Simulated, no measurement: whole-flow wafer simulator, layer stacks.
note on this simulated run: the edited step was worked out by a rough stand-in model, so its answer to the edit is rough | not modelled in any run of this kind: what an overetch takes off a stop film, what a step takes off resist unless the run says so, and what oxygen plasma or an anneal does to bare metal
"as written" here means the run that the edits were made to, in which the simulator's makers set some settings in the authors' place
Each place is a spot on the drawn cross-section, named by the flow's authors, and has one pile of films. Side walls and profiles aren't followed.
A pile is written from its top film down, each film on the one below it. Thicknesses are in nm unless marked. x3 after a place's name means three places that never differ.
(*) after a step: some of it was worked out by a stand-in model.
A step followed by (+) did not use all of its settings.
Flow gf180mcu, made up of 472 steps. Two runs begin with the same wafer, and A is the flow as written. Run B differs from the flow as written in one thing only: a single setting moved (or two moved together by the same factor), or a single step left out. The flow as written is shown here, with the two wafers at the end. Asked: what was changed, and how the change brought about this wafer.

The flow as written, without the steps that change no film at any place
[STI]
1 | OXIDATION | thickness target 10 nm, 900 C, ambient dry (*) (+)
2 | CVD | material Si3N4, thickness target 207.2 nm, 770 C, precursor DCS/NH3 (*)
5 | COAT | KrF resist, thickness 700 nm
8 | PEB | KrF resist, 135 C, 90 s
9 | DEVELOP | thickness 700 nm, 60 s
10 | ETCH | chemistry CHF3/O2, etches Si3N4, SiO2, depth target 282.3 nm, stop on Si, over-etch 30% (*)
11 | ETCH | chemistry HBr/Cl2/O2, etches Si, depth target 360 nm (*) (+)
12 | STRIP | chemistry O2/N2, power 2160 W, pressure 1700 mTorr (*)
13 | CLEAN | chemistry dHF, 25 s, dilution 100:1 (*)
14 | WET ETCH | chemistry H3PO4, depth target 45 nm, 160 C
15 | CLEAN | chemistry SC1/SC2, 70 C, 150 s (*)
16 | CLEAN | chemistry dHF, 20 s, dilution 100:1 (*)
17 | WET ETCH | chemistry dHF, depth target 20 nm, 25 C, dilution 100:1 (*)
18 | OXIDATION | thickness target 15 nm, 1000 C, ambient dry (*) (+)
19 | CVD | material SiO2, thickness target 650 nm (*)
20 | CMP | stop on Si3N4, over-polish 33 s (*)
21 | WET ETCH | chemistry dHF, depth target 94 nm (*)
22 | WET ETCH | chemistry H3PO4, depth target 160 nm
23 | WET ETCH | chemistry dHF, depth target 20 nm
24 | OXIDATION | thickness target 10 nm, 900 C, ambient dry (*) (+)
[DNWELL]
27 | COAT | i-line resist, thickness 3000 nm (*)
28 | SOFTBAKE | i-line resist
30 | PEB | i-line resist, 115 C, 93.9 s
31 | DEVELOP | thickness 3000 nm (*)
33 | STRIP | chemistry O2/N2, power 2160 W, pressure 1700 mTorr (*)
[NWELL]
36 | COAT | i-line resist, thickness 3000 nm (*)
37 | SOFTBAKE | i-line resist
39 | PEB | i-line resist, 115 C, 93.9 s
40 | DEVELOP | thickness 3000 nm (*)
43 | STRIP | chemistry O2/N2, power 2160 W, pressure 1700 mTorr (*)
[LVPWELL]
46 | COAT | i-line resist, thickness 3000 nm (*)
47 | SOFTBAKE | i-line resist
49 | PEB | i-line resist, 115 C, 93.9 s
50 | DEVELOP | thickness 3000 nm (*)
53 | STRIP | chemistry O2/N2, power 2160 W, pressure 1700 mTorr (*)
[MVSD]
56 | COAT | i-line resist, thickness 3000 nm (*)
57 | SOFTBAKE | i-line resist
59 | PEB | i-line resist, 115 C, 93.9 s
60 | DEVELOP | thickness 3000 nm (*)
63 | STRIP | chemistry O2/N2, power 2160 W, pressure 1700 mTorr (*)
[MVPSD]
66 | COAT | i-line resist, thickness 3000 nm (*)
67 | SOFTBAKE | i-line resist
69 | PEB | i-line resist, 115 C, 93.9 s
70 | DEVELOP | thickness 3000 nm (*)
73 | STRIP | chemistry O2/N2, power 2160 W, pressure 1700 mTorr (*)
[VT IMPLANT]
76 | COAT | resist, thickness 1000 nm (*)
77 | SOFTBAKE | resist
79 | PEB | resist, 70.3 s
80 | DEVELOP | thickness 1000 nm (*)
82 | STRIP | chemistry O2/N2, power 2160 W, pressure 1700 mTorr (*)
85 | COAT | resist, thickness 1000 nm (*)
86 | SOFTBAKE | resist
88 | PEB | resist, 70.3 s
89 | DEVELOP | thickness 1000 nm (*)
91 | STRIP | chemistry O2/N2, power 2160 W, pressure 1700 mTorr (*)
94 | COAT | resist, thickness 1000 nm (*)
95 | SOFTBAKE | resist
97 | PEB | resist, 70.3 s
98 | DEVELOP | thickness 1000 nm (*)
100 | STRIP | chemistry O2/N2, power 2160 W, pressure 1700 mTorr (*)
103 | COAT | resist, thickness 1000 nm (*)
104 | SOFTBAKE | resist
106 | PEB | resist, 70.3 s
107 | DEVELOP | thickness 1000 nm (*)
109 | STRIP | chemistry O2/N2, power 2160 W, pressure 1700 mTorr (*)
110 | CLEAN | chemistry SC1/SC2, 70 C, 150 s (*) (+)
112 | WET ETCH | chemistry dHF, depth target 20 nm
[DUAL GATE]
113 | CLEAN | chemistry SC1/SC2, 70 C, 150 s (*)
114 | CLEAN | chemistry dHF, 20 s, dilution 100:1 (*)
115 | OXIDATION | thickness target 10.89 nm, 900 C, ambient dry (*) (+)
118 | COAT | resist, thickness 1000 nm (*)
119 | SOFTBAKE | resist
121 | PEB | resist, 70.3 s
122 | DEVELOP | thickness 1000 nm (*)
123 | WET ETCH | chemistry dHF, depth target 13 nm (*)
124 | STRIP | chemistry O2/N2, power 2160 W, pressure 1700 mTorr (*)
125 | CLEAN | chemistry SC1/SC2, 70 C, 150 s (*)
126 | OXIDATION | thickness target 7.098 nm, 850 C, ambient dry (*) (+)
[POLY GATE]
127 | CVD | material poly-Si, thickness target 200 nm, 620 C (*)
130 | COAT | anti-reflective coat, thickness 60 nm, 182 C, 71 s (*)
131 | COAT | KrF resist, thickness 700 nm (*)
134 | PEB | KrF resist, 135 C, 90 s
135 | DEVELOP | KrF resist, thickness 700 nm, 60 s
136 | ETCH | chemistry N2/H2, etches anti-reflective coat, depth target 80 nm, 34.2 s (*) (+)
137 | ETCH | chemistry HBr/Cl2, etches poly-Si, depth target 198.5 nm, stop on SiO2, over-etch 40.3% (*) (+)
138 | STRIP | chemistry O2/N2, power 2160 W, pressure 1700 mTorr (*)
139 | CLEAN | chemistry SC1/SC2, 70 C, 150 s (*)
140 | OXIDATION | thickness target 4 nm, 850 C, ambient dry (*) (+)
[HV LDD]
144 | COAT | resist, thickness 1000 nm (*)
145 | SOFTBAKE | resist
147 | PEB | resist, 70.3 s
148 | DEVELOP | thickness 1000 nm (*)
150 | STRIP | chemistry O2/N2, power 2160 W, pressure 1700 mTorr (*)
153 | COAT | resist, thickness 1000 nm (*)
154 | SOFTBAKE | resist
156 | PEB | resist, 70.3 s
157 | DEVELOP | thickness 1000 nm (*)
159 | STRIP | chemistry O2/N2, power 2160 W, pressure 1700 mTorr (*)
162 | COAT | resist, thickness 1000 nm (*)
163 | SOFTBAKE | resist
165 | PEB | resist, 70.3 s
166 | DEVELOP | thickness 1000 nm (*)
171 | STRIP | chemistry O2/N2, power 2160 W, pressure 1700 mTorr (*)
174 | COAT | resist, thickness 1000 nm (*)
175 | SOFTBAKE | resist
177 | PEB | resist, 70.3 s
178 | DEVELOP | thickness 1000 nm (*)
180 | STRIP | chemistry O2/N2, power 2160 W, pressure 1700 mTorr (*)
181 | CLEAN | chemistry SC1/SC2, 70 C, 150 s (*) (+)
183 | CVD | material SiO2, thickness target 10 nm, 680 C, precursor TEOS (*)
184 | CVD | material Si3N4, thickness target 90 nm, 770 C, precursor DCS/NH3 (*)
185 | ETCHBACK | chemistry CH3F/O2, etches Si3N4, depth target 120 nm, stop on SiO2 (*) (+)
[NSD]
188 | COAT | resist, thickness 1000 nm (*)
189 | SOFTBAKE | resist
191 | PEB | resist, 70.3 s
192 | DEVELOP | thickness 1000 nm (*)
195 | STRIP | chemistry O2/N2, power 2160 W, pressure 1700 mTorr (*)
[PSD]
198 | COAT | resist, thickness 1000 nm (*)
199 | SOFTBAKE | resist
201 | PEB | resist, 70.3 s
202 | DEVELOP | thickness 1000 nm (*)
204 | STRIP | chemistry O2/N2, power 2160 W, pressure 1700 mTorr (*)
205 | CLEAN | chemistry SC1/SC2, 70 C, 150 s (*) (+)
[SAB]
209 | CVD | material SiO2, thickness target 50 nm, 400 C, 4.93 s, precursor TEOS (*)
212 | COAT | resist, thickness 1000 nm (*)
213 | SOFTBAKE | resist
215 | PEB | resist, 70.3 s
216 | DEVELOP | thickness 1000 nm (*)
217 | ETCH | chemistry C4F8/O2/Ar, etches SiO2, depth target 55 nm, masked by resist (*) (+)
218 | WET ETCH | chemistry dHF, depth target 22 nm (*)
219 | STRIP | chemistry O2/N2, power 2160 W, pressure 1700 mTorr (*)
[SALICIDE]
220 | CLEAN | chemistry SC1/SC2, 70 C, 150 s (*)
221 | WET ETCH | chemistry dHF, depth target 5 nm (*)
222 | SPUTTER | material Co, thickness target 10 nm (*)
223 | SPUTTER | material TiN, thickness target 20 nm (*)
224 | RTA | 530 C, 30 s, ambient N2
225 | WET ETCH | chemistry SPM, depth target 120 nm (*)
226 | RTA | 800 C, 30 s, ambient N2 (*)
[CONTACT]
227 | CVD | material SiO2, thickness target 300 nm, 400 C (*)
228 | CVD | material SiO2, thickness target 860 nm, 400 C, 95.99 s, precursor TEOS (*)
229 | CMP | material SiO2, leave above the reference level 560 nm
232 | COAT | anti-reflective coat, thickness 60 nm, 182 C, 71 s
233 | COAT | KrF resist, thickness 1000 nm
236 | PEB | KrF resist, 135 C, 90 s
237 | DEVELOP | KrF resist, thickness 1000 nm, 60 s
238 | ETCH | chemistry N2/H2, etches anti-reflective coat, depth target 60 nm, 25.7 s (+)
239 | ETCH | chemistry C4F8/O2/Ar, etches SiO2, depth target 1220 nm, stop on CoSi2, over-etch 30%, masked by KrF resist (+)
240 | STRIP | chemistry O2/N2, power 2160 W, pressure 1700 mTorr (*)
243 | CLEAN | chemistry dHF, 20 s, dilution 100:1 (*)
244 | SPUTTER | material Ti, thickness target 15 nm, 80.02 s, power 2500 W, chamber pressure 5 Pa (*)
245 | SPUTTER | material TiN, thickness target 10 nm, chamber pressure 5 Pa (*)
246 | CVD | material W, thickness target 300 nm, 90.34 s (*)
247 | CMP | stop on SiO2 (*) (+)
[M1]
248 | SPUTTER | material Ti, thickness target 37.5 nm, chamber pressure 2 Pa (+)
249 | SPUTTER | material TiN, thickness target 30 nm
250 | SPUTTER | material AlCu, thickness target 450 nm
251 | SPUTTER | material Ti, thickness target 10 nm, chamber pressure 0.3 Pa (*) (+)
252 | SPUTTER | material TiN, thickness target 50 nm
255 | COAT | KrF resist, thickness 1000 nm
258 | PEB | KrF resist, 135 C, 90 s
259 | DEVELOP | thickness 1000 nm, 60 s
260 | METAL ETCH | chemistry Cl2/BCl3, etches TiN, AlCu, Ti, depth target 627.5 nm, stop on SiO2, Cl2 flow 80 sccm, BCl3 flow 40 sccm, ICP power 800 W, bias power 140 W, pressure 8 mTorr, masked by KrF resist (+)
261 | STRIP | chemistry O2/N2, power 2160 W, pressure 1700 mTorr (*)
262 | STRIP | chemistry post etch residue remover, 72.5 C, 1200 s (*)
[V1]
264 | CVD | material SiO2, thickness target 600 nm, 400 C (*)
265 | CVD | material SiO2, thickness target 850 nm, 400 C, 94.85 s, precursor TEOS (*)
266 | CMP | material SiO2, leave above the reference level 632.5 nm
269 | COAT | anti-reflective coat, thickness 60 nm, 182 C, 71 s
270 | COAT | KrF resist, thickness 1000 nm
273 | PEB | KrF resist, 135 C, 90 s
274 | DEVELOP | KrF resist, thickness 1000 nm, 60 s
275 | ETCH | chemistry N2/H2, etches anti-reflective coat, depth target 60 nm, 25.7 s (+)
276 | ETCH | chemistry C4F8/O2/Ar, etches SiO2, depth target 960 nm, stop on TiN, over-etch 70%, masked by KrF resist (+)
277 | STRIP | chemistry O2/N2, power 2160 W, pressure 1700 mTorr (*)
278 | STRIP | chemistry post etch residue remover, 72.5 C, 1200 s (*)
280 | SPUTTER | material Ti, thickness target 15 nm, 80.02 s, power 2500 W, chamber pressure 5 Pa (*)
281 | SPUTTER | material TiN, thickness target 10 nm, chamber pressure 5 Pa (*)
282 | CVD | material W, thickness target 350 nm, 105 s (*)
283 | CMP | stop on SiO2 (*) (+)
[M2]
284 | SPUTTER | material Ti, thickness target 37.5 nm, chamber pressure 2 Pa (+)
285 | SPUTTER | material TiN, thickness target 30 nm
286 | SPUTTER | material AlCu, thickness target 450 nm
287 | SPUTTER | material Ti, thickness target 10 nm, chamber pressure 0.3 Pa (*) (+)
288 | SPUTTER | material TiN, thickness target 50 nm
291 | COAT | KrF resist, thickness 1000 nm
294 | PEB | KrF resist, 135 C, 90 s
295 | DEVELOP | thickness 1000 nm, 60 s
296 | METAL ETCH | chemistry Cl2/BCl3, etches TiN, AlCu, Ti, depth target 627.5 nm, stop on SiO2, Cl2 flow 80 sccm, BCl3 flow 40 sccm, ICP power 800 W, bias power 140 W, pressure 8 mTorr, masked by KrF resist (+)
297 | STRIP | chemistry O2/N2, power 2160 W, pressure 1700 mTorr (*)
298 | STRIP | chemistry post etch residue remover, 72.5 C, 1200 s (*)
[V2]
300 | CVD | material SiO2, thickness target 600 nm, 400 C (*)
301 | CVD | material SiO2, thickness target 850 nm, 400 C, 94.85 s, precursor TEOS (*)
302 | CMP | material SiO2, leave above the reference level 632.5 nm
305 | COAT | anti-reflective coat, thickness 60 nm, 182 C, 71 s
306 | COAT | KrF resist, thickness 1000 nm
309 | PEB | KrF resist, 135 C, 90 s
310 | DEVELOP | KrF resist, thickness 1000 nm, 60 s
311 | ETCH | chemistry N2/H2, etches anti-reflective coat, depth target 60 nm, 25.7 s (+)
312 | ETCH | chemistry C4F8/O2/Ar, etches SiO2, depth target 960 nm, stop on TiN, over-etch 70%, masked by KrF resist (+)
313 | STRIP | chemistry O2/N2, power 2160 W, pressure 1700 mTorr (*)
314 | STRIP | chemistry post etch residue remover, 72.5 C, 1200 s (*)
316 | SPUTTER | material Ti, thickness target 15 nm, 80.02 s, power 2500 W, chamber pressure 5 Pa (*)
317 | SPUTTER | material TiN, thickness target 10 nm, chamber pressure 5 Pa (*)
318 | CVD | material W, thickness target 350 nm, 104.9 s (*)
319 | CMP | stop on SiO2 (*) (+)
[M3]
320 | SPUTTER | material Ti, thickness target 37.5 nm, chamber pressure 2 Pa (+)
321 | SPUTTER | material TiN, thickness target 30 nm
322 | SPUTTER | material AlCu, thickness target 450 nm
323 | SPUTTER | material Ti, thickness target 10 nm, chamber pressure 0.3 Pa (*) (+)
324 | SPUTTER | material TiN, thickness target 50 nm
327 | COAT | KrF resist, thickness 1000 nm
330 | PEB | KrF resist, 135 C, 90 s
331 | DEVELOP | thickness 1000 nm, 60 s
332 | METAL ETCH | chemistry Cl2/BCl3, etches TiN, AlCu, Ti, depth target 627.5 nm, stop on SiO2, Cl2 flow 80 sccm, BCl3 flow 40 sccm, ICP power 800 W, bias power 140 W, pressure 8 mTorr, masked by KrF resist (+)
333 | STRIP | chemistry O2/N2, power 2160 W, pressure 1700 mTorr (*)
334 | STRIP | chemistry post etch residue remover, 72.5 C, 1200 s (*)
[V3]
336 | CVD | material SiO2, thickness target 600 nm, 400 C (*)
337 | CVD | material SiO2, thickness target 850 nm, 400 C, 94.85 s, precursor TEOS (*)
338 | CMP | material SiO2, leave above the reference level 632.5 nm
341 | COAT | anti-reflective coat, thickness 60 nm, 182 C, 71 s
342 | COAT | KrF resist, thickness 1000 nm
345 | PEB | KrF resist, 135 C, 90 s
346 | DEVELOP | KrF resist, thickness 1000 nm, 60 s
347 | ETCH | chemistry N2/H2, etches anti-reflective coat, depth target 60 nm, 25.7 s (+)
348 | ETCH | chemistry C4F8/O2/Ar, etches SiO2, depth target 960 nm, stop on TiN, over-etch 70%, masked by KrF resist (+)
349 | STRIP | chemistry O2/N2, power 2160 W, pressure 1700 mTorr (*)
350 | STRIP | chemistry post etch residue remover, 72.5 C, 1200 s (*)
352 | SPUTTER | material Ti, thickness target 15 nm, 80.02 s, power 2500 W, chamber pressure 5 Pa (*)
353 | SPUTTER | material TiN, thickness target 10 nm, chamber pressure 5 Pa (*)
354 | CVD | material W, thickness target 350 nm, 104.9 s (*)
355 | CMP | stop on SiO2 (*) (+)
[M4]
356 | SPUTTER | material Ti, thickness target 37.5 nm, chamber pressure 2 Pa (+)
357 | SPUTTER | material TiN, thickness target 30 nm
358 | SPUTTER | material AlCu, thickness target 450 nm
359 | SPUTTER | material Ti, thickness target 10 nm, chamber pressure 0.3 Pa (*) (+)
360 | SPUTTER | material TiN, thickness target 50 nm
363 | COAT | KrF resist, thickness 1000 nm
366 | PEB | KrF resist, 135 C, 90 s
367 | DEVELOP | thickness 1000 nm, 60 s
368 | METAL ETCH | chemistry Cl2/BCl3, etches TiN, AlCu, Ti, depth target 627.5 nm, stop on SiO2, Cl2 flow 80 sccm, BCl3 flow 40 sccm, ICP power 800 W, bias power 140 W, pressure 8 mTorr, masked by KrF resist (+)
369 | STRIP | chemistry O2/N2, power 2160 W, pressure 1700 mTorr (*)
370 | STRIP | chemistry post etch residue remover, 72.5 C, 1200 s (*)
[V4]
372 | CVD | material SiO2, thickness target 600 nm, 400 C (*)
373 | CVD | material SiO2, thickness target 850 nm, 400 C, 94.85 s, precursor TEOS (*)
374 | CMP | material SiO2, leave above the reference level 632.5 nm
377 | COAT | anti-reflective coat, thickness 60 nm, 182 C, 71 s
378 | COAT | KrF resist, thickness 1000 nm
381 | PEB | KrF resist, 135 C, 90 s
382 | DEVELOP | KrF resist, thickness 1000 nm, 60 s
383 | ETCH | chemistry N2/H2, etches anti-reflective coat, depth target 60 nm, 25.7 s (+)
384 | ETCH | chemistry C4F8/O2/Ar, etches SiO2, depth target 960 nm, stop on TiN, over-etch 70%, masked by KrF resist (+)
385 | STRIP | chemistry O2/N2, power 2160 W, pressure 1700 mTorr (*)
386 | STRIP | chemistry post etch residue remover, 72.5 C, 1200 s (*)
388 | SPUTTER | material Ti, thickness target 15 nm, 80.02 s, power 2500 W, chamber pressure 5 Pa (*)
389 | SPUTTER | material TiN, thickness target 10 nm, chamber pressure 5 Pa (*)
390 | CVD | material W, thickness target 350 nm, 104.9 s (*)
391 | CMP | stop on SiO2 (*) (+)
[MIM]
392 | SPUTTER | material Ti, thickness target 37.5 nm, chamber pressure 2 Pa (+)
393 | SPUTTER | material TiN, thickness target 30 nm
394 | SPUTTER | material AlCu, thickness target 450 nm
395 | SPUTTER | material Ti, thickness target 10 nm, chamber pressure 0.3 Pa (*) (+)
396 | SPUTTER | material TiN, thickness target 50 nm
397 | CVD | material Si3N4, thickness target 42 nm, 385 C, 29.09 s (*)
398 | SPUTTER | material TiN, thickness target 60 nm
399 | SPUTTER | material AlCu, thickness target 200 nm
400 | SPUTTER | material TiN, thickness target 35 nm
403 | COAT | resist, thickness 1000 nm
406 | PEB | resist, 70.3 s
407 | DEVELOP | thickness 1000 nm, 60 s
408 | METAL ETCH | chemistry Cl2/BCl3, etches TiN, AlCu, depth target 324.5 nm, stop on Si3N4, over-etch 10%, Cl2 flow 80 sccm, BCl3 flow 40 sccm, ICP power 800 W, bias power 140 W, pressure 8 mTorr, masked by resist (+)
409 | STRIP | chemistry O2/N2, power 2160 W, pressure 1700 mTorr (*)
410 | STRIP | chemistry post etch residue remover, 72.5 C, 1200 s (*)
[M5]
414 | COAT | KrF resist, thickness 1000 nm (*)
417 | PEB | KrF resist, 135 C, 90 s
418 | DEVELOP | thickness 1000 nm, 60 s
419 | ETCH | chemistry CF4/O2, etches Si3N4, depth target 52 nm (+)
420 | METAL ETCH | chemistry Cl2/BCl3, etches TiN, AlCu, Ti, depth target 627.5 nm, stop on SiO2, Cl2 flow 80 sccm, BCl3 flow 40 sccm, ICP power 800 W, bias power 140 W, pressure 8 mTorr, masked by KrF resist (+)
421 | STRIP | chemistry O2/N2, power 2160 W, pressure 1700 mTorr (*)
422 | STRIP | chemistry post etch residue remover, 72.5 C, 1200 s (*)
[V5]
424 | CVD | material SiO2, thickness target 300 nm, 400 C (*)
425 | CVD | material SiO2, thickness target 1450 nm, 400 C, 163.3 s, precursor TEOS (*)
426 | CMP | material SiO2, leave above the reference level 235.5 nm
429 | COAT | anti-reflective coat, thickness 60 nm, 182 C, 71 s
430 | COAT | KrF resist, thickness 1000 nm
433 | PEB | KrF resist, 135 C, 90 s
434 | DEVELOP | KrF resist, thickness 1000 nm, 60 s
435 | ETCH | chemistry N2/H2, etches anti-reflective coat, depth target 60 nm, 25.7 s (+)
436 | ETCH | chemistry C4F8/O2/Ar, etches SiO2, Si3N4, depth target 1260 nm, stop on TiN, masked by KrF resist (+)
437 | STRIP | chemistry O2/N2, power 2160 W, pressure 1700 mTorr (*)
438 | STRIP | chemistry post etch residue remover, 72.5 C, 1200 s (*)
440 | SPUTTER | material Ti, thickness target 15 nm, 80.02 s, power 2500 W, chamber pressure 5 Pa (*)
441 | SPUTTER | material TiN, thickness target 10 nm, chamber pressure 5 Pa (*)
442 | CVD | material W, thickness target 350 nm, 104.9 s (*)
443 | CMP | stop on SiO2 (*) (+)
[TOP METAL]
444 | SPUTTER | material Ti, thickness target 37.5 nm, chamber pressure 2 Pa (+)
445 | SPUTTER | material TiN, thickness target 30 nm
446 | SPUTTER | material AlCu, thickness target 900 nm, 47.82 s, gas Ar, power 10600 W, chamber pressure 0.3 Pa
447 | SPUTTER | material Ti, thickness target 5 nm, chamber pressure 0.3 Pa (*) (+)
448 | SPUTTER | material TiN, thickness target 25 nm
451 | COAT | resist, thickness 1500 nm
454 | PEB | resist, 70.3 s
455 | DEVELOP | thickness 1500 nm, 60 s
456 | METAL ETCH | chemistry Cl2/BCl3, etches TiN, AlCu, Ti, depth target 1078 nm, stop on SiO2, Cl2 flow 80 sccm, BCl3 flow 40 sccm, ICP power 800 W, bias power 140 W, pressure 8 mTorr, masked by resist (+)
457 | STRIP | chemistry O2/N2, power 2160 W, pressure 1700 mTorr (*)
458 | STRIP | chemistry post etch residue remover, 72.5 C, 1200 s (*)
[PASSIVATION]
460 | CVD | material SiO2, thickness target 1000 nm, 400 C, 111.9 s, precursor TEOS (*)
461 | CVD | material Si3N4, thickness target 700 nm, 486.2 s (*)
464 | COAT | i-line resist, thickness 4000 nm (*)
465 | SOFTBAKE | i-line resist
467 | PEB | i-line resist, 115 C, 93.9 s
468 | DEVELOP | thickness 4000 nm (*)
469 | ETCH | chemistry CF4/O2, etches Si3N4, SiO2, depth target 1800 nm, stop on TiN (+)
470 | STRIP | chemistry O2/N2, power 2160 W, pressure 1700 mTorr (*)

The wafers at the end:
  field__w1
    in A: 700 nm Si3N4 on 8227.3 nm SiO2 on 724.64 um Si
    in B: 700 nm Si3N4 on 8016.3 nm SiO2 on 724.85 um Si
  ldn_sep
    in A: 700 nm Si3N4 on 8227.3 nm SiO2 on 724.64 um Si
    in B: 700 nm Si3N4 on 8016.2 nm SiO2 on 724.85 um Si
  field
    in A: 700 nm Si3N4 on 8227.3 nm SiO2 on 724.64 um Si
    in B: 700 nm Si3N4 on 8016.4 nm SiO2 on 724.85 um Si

The reason: step 11, ETCH: depth target 148 nm was run, while the flow as written has depth target 360 nm.

Step by step, how the change led to this:
  11 | ETCH | chemistry HBr/Cl2/O2, etches Si, depth target 360 nm (*) (+)
      active, n_well, p_well and 40 more: A KrF resist loses 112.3 | B KrF resist loses 41.7
      field, field_sub, sti and 34 more: A Si loses 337 | B Si loses 125
  12 | STRIP | chemistry O2/N2, power 2160 W, pressure 1700 mTorr (*)
      active, n_well, p_well and 40 more: A KrF resist loses 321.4 (all of it) | B KrF resist loses 392.1 (all of it)
  19 | CVD | material SiO2, thickness target 650 nm (*)
      ld_fp_n, ld_drift_n, ld_fp_p and 7 more: A SiO2 gains 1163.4 | B SiO2 gains 951.4
      m1: A SiO2 gains 1163.4 | B SiO2 gains 650
  20 | CMP | stop on Si3N4, over-polish 33 s (*)
      sti, mim_1p0, pad and 11 more: A SiO2 loses 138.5 | B SiO2 loses 350.5
      nw_enc_fld, nw_enc_fld_lv: A SiO2 loses 142.5 | B SiO2 loses 354.5
      (and at 11 other places as well)
  24 | OXIDATION | thickness target 10 nm, 900 C, ambient dry (*) (+)
      sti, mim_1p0, pad and 17 more: A SiO2 gains 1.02, Si loses 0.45 | B SiO2 gains 1.74, Si loses 0.77
      field, mim, npoly_sal, nw_sep_fld: A SiO2 gains 1.04, Si loses 0.46 | B SiO2 gains 1.8, Si loses 0.79
      (and at 13 other places as well)
  115 | OXIDATION | thickness target 10.89 nm, 900 C, ambient dry (*) (+)
      sti, mim_1p0, pad and 19 more: A SiO2 gains 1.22, Si loses 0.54 | B SiO2 gains 2.16, Si loses 0.95
      field, field__w1, field__w2, field__w3, field__w6, field__w12, mim, nw_sep_fld: A SiO2 gains 1.25, Si loses 0.55 | B SiO2 gains 2.24, Si loses 0.99
      (and at 19 other places as well)
  126 | OXIDATION | thickness target 7.098 nm, 850 C, ambient dry (*) (+)
      field, field__w3, field__w12, mim: A SiO2 gains 0.55, Si loses 0.24 | B SiO2 gains 1.07, Si loses 0.47
      field_sub, field_sub__w2, npoly_u, ppoly_sal: A SiO2 gains 0.54, Si loses 0.24 | B SiO2 gains 1.05, Si loses 0.46
      (and at 3 other places as well)
  189 | SOFTBAKE | resist
      field__w9: A resist gains 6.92 | B resist loses 3.07
      active_hv: A resist gains 2.68 | B resist loses 0.49
      (and at 1 other place as well)
  199 | SOFTBAKE | resist
      field__w9: A resist gains 6.92 | B resist loses 3.07
      active_hv: A resist gains 2.68 | B resist loses 0.49
      (and at 1 other place as well)
